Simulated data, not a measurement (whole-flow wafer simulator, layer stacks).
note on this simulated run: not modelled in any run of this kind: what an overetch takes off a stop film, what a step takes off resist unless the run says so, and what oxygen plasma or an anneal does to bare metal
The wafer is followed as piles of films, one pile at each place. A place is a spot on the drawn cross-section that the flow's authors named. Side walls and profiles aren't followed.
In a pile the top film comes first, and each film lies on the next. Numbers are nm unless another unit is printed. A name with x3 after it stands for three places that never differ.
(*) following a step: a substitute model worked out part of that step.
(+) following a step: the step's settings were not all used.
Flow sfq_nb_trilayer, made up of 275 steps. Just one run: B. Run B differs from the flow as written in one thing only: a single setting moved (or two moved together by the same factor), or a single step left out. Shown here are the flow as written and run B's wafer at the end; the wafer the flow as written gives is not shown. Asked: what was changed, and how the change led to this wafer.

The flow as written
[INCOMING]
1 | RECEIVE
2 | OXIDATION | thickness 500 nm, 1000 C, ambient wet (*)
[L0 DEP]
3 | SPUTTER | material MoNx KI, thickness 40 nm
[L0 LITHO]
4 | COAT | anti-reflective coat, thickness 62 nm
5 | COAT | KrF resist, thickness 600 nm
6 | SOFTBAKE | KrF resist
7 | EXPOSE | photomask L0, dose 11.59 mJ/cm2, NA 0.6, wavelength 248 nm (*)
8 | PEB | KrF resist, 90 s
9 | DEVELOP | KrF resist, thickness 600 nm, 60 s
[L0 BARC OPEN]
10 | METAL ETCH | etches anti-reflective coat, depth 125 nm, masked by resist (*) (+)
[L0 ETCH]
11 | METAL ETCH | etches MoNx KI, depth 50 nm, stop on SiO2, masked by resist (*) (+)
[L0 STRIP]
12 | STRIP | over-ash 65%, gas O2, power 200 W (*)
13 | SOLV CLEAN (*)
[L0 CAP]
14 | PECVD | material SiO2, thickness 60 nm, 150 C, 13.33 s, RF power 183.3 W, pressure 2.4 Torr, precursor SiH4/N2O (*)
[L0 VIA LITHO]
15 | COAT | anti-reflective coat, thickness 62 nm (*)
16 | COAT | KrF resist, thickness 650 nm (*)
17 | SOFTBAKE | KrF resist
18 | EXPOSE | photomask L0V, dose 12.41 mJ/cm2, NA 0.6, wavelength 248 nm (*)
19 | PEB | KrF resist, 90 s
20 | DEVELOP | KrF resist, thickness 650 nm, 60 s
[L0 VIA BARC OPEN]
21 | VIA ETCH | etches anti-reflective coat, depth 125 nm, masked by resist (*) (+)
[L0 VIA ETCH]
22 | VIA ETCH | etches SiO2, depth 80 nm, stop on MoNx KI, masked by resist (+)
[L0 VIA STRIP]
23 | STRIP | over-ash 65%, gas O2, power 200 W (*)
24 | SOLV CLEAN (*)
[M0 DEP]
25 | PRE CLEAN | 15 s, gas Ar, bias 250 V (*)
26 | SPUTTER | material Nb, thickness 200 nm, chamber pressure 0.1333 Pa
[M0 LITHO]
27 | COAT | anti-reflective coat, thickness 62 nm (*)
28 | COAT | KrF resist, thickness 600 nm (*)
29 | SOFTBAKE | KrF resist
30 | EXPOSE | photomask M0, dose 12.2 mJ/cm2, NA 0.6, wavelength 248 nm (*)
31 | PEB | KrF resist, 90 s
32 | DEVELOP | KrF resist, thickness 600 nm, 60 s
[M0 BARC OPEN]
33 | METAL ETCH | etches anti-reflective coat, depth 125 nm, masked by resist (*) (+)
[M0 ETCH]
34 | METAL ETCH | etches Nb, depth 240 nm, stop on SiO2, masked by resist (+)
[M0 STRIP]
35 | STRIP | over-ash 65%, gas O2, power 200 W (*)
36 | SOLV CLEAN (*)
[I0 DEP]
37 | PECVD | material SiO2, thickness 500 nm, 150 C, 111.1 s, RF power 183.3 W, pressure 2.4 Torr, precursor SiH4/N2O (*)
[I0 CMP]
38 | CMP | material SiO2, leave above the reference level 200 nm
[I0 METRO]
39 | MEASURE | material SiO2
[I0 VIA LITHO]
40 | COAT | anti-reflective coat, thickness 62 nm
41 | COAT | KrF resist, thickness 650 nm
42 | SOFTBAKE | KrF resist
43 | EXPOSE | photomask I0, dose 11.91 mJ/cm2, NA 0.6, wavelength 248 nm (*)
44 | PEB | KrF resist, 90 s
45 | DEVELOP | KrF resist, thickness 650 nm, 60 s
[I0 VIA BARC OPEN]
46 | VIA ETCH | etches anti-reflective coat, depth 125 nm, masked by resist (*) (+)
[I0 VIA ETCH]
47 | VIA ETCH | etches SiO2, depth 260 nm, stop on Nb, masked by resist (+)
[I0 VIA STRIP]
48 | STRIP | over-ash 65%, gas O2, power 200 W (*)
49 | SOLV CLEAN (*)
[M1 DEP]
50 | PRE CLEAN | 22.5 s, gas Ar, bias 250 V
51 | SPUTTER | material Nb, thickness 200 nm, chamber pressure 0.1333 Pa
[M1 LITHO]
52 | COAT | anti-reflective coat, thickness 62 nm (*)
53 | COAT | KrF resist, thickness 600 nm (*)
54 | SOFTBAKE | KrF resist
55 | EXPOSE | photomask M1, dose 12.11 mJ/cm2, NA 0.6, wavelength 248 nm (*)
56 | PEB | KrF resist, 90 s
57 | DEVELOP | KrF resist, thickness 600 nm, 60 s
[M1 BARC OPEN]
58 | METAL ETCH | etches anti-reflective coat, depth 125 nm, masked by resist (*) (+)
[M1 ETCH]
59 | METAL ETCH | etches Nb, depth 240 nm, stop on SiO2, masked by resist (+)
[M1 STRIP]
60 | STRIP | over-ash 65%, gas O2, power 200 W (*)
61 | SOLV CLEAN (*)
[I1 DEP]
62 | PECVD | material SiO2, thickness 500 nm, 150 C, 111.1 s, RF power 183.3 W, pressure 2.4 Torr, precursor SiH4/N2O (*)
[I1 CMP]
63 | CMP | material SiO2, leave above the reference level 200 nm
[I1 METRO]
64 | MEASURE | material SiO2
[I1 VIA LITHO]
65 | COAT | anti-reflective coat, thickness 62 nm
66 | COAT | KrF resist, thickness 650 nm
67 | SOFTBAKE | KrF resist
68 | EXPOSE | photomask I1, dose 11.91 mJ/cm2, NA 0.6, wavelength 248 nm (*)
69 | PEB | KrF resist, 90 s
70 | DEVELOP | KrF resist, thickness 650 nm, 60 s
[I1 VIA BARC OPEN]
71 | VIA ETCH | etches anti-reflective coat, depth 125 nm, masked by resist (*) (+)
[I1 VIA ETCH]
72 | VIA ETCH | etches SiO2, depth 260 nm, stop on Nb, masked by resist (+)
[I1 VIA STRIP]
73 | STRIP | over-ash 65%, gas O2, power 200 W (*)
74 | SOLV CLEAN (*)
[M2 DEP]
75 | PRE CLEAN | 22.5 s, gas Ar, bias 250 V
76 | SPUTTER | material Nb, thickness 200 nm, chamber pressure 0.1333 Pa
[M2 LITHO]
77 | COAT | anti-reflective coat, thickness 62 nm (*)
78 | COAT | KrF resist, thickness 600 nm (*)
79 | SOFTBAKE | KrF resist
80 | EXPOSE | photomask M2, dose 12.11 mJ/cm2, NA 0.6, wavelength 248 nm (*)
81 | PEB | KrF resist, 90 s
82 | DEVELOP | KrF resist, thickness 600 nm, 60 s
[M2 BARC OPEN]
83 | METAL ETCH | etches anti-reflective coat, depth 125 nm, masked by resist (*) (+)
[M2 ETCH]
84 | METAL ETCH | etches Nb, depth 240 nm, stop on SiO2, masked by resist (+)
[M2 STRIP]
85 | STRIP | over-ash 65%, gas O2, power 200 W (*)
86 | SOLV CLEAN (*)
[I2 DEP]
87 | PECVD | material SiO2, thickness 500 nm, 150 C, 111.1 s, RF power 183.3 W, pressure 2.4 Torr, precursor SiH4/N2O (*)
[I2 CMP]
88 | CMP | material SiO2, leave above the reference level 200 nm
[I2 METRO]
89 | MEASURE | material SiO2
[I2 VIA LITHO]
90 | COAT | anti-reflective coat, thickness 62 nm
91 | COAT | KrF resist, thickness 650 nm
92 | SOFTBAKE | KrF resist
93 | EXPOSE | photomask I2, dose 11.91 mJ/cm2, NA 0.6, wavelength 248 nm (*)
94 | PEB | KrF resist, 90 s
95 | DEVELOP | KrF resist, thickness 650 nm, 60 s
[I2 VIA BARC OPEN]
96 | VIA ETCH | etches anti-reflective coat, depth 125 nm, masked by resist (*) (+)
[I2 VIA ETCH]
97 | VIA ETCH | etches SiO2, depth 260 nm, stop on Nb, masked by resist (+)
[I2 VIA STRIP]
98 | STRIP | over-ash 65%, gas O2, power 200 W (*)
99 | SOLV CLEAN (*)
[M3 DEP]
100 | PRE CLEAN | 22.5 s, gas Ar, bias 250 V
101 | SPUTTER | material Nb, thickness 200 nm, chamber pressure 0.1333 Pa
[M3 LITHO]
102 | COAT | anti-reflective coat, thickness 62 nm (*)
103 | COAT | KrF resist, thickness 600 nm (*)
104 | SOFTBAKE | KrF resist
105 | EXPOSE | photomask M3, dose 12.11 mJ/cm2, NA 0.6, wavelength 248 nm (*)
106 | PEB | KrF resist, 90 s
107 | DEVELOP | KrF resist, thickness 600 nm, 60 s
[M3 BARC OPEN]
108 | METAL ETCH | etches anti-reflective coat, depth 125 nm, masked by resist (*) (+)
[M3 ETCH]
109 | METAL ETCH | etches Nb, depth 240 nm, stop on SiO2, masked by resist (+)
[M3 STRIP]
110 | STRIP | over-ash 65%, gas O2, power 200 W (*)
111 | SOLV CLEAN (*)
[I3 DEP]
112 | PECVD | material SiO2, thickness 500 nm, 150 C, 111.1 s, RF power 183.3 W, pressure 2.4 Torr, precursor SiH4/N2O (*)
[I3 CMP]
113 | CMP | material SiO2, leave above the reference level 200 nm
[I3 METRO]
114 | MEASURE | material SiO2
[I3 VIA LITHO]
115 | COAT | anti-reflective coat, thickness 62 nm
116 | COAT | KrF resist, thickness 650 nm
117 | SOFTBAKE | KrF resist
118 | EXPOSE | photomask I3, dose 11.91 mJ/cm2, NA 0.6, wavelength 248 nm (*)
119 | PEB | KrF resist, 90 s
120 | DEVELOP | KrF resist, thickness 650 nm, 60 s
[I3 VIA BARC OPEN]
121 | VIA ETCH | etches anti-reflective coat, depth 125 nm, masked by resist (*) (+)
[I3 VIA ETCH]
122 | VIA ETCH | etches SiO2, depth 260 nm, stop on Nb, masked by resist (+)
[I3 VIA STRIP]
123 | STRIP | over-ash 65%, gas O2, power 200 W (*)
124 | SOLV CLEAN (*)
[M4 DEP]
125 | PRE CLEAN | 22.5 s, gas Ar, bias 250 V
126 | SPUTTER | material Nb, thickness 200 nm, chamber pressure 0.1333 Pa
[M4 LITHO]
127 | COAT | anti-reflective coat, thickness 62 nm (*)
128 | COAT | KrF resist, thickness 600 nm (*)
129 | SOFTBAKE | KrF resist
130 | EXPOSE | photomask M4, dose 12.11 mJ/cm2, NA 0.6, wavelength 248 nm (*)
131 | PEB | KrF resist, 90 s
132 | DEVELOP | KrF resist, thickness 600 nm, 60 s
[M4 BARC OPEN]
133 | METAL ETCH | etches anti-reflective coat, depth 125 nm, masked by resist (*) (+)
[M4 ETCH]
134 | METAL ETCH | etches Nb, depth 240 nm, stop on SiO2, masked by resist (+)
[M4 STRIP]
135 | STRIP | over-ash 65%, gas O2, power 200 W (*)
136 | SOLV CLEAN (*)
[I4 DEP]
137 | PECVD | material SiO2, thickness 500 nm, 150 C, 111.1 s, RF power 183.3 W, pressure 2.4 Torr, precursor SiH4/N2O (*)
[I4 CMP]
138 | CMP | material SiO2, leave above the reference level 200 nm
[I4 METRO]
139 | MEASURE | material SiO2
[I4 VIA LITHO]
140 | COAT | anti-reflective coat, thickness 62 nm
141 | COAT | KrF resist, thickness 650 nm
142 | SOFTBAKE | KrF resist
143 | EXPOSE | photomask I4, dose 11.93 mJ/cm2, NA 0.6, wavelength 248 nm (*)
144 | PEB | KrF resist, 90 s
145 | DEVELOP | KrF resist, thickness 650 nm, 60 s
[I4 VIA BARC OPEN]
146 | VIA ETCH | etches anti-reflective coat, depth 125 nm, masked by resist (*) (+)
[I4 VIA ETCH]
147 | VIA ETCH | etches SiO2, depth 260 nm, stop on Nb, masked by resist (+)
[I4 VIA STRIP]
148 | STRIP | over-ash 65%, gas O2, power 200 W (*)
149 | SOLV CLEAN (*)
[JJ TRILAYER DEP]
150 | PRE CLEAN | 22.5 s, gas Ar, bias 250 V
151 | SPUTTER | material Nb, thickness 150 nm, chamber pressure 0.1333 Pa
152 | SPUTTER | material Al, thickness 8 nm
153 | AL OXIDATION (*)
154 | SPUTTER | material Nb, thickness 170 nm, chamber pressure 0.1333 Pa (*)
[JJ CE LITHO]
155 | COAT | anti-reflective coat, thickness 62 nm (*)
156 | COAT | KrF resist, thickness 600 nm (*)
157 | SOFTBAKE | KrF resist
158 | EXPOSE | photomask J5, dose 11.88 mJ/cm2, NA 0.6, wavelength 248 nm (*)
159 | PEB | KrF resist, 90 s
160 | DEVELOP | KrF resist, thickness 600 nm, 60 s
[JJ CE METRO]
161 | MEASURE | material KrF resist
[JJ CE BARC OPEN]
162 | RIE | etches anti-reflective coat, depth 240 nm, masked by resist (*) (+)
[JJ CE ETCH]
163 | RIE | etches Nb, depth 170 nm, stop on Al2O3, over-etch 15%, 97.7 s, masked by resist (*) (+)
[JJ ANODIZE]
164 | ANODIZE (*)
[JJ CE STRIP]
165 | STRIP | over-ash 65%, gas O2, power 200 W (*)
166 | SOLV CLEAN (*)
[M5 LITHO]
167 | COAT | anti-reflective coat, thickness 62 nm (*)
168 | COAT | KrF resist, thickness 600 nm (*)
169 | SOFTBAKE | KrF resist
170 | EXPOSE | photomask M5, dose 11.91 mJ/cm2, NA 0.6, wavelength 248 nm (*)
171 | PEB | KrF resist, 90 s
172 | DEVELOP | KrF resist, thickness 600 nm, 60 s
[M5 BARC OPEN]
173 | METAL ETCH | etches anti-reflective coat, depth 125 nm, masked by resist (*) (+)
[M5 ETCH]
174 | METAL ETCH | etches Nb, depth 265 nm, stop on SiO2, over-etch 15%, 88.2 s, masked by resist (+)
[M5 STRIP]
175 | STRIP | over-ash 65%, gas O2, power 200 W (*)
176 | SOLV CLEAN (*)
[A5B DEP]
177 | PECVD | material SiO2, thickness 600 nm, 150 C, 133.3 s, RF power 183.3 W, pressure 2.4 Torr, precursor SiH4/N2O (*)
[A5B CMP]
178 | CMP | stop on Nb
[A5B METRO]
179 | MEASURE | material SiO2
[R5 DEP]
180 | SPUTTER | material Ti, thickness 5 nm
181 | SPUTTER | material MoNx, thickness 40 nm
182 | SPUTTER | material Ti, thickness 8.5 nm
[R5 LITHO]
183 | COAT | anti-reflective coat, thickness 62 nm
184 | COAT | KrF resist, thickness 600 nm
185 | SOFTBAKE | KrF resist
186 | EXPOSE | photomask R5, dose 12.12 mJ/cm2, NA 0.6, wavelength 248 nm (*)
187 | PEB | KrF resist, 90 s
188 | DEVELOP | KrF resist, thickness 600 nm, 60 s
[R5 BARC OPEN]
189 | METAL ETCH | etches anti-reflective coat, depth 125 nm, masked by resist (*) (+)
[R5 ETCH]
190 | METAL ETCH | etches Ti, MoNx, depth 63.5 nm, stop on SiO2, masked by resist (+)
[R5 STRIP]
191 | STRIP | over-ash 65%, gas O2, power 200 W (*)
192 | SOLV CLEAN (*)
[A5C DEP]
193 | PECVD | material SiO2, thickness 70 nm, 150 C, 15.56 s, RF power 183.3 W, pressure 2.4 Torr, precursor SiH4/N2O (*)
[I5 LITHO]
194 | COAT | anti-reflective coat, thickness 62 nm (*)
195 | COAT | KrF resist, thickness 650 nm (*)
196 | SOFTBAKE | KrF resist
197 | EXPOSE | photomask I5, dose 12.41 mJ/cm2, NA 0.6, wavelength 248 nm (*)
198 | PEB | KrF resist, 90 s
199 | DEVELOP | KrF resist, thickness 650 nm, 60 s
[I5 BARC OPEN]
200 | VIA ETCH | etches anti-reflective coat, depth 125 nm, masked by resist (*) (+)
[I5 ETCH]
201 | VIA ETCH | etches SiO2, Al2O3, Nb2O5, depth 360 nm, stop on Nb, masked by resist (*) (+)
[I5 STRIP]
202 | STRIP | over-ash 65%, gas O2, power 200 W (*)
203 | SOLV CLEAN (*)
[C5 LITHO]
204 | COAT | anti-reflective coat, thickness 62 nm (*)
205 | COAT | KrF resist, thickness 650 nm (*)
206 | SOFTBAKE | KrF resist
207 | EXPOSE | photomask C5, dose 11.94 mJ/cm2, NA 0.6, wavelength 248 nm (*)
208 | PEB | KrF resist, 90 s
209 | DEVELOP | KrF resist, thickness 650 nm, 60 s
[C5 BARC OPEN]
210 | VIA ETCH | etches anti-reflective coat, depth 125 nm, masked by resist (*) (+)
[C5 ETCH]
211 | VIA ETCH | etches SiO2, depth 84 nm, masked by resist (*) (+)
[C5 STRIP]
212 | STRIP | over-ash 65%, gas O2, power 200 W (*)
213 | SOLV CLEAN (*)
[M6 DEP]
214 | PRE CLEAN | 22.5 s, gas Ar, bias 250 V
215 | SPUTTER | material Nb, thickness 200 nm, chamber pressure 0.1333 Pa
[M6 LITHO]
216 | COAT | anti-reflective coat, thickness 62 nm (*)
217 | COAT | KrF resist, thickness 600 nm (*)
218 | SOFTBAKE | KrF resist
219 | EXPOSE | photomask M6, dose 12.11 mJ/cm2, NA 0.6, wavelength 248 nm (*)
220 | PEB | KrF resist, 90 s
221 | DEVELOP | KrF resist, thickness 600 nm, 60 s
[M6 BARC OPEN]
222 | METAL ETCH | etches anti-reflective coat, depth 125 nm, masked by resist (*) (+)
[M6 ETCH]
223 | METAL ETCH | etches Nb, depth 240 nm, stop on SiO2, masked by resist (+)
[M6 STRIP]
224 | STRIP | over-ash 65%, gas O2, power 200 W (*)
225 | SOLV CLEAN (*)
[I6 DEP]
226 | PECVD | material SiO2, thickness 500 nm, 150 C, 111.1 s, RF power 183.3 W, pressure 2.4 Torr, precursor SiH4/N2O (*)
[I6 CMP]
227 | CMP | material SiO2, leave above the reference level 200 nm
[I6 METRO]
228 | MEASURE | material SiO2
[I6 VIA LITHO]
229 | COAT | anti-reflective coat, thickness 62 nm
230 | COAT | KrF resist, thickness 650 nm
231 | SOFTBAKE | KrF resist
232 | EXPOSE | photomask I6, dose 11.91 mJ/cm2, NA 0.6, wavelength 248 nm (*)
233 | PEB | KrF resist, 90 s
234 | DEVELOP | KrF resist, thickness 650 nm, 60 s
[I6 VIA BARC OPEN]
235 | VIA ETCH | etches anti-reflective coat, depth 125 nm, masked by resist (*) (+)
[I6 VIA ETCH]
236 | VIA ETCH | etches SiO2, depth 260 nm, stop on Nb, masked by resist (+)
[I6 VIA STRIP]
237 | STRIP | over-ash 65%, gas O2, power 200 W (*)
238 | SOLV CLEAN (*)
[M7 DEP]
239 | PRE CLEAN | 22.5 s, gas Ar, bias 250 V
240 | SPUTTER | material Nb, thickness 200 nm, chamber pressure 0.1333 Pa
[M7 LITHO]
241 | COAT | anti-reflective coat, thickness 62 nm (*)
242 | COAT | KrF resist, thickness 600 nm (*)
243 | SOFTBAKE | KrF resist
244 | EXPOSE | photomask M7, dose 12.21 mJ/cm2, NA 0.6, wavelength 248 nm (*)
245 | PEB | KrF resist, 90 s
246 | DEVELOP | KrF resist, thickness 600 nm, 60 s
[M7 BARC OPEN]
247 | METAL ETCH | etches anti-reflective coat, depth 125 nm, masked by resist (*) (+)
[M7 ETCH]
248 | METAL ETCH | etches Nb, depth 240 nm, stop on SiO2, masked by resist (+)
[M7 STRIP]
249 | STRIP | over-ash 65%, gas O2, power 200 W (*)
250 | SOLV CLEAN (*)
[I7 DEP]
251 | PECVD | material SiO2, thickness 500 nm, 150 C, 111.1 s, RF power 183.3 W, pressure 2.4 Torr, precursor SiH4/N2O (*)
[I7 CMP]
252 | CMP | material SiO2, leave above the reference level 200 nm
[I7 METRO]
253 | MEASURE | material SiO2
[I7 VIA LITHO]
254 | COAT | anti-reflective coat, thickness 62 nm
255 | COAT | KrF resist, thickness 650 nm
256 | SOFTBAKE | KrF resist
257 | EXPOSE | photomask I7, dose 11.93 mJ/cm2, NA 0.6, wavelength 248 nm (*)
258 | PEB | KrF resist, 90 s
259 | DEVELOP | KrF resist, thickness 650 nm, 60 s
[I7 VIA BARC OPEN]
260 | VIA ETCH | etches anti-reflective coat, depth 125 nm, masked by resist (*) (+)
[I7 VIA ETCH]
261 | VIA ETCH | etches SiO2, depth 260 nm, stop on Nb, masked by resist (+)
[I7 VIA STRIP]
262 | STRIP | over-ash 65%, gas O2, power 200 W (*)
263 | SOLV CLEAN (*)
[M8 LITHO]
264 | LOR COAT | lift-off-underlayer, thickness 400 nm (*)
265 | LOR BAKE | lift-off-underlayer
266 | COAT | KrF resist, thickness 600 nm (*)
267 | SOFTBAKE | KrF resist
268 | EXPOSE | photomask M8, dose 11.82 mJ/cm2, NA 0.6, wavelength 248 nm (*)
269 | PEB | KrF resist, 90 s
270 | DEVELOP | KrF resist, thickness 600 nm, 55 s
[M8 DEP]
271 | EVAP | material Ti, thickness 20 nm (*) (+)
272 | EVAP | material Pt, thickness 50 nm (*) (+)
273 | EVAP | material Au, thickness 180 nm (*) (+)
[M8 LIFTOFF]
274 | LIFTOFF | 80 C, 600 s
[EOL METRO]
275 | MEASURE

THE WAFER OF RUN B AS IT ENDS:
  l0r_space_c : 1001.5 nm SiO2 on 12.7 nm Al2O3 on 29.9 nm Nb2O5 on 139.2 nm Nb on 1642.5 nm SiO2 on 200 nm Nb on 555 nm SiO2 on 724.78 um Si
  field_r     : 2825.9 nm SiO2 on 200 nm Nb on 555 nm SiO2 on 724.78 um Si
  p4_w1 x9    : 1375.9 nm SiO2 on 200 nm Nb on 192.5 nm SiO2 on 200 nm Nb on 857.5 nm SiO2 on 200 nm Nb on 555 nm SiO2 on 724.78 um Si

Cause: step 51, SPUTTER: thickness 80 nm was run, though the flow has thickness 200 nm.

The path from the change to this, step by step:
  51 | SPUTTER | material Nb, thickness 200 nm, chamber pressure 0.1333 Pa
      field_l, v_sur, via_wl and 102 more: +80 Nb (new film) (in the flow as written it would be: +200 Nb (new film))
      via_w: +70.4 Nb (in the flow as written it would be: +174.5 Nb)
  52 | COAT | anti-reflective coat, thickness 62 nm (*)
      via_wl: +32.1 anti-reflective coat (new film) (in the flow as written it would be: +33.8 anti-reflective coat (new film))
      via_w: +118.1 anti-reflective coat (new film) (in the flow as written it would be: +123.1 anti-reflective coat (new film))
      (as well as at 1 more place)
  59 | METAL ETCH | etches Nb, depth 240 nm, stop on SiO2, masked by resist (+)
      field_l, be, be_sur and 79 more: -80 Nb (all of it) (in the flow as written it would be: -200 Nb (all of it))
      v_sur, via_wl, via_w and 21 more: -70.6 KrF resist (in the flow as written it would be: -141.2 KrF resist)
  60 | STRIP | over-ash 65%, gas O2, power 200 W (*)
      wl_j_sl, wl_jj, wl_j_sr and 13 more: -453 KrF resist (all of it), -62 anti-reflective coat (all of it) (in the flow as written it would be: -382.4 KrF resist (all of it), -62 anti-reflective coat (all of it))
      v_sur: -438.5 KrF resist (all of it), -60.6 anti-reflective coat (all of it) (in the flow as written it would be: -365.9 KrF resist (all of it), -61.1 anti-reflective coat (all of it))
      (as well as at 7 more places)
  62 | PECVD | material SiO2, thickness 500 nm, 150 C, 111.1 s, RF power 183.3 W, pressure 2.4 Torr, precursor SiH4/N2O (*)
      wl_d_sl, wl_d_sr: +500 SiO2 (in the flow as written it would be: +557.1 SiO2)
      via_w: +576.8 SiO2 (new film) (in the flow as written it would be: +606 SiO2 (new film))
  63 | CMP | material SiO2, leave above the reference level 200 nm
      field_l, be, be_sur and 72 more: -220 SiO2 (in the flow as written it would be: -100 SiO2)
      lsp_m, ln_m6, lsp_r, l0_sur, l0v: -220 SiO2 (in the flow as written it would be: -94.9 SiO2)
      (as well as at 3 more places)
